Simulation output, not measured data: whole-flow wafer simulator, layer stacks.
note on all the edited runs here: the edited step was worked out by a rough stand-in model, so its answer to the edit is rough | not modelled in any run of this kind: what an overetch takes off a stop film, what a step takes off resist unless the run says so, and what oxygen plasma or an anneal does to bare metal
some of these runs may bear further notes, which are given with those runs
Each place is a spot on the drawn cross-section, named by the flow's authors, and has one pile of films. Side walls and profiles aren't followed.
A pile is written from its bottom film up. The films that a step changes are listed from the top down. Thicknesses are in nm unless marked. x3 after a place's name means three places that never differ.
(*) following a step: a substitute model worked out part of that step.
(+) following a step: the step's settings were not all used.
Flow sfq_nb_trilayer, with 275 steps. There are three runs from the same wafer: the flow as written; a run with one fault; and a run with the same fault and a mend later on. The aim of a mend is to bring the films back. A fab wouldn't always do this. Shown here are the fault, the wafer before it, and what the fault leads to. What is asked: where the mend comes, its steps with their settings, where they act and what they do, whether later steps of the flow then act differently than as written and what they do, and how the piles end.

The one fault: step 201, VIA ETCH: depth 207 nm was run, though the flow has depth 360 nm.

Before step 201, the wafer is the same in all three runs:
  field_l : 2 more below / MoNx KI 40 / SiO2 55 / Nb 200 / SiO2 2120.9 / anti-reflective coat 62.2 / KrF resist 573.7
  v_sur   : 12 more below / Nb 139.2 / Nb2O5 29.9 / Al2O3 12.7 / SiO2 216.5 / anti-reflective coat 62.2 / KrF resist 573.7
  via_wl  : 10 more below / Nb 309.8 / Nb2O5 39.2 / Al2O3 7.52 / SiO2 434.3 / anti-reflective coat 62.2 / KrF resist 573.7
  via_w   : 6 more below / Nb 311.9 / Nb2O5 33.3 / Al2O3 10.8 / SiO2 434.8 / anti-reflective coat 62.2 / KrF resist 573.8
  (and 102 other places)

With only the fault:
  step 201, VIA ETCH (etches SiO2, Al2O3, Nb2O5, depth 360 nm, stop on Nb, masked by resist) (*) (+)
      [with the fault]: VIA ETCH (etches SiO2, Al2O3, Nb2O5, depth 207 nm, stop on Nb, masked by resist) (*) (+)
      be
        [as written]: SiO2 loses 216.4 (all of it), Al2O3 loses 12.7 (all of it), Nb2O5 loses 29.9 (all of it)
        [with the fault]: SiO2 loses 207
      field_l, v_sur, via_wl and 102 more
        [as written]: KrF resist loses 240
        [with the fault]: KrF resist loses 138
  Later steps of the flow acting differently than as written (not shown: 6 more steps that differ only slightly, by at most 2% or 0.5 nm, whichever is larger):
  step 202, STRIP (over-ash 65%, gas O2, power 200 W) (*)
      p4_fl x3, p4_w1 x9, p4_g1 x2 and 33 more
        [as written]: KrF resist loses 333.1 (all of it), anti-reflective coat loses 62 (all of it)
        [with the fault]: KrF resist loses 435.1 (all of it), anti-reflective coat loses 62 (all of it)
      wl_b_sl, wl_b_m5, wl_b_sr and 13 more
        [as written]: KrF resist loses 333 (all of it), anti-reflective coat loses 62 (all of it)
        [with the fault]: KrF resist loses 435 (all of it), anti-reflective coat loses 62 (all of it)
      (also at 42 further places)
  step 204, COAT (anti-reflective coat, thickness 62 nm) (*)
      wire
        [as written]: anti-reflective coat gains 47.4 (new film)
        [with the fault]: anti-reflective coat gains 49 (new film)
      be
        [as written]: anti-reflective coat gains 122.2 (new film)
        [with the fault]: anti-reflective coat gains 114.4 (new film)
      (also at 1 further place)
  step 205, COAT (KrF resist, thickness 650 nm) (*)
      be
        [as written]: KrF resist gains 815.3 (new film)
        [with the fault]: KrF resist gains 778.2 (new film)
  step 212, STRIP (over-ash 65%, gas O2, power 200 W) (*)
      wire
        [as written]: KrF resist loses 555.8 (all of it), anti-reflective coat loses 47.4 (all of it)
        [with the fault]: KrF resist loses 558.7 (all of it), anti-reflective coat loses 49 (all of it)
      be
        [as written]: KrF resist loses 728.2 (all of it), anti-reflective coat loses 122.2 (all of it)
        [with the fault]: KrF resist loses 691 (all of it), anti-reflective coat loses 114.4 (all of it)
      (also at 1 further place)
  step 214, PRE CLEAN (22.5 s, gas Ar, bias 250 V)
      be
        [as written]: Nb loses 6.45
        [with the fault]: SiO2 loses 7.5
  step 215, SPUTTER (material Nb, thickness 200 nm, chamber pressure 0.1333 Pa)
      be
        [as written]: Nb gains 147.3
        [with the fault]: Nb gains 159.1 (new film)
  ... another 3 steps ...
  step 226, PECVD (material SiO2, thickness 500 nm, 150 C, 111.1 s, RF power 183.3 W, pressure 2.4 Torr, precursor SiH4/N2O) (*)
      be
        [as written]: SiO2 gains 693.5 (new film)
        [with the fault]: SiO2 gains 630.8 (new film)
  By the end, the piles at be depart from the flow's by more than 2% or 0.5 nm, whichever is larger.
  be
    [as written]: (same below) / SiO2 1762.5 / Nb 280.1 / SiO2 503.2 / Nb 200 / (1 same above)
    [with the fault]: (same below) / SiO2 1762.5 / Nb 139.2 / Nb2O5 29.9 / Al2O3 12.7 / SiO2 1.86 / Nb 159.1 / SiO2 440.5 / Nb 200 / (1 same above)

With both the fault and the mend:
  The mend follows step 202.
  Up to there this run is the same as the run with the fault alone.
  step 202a, COAT (anti-reflective coat, thickness 62 nm) (*) (the flow's step 194 again)
      l0v, p4_fl x3, p4_w1 x9 and 52 more
        anti-reflective coat gains 62 (new film)
      wl_a_sl, wl_a_m6, wl_a_sr, wl_g_sr
        anti-reflective coat gains 61.9 (new film)
      ln_m6, lsp_r, l0_sur
        anti-reflective coat gains 62.1 (new film)
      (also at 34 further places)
  step 202b, COAT (KrF resist, thickness 650 nm) (*) (the flow's step 195 again)
      p4_fl x3, p4_w1 x9, p4_g1 x2 and 33 more
        KrF resist gains 650 (new film)
      wl_b_m5, wl_b_sr, wl_c_sl and 12 more
        KrF resist gains 649.9 (new film)
      jj_sur, wl_b_sl, wl_g_m5
        KrF resist gains 649.8 (new film)
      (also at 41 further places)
  step 202c, SOFTBAKE (KrF resist) (the flow's step 196 again)
      leaves every film unchanged at each place that is followed
  step 202d, EXPOSE (photomask I5, dose 12.41 mJ/cm2, NA 0.6, wavelength 248 nm) (*) (the flow's step 197 again)
      leaves every film unchanged at each place that is followed
  step 202e, PEB (KrF resist, 90 s) (the flow's step 198 again)
      field_l, v_sur, via_wl and 82 more
        KrF resist loses 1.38
      via_w, via_wr, via_sp, wire
        KrF resist loses 1.37
      ce_l, moat, field_r, wl_jj
        KrF resist loses 1.39
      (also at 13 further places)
  step 202f, DEVELOP (KrF resist, thickness 650 nm, 60 s) (the flow's step 199 again)
      field_l, v_sur, via_wl and 102 more
        KrF resist loses 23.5
      be
        KrF resist loses 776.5 (all of it)
  step 202g, VIA ETCH (etches anti-reflective coat, depth 125 nm, masked by resist) (+) (the flow's step 200 again)
      field_l, v_sur, via_wl and 102 more
        KrF resist loses 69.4
      be
        anti-reflective coat loses 114.4 (all of it), SiO2 loses 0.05
  step 202h, VIA ETCH (etches SiO2, Al2O3, Nb2O5, depth 153 nm, stop on Nb, masked by resist) (*) (+) (the flow's step 201 again, with other settings)
      field_l, v_sur, via_wl and 102 more
        KrF resist loses 102
      be
        SiO2 loses 9.3 (all of it), Al2O3 loses 12.7 (all of it), Nb2O5 loses 29.9 (all of it)
  step 202i, STRIP (over-ash 65%, gas O2, power 200 W) (*) (the flow's step 202 again)
      p4_fl x3, p4_w1 x9, p4_g1 x2 and 33 more
        KrF resist loses 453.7 (all of it), anti-reflective coat loses 62 (all of it)
      wl_b_sl, wl_b_m5, wl_b_sr and 7 more
        KrF resist loses 453.5 (all of it), anti-reflective coat loses 62 (all of it)
      wl_c_sr, wl_d_sl, wl_d_m1, wl_d_sr, wl_e_sl, wl_e_m5, wl_e_sr
        KrF resist loses 453.6 (all of it), anti-reflective coat loses 62 (all of it)
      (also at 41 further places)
  None of the later steps of the flow acts differently than as written at any place that is followed.
  The piles end the same as the flow's at every place that both follow.
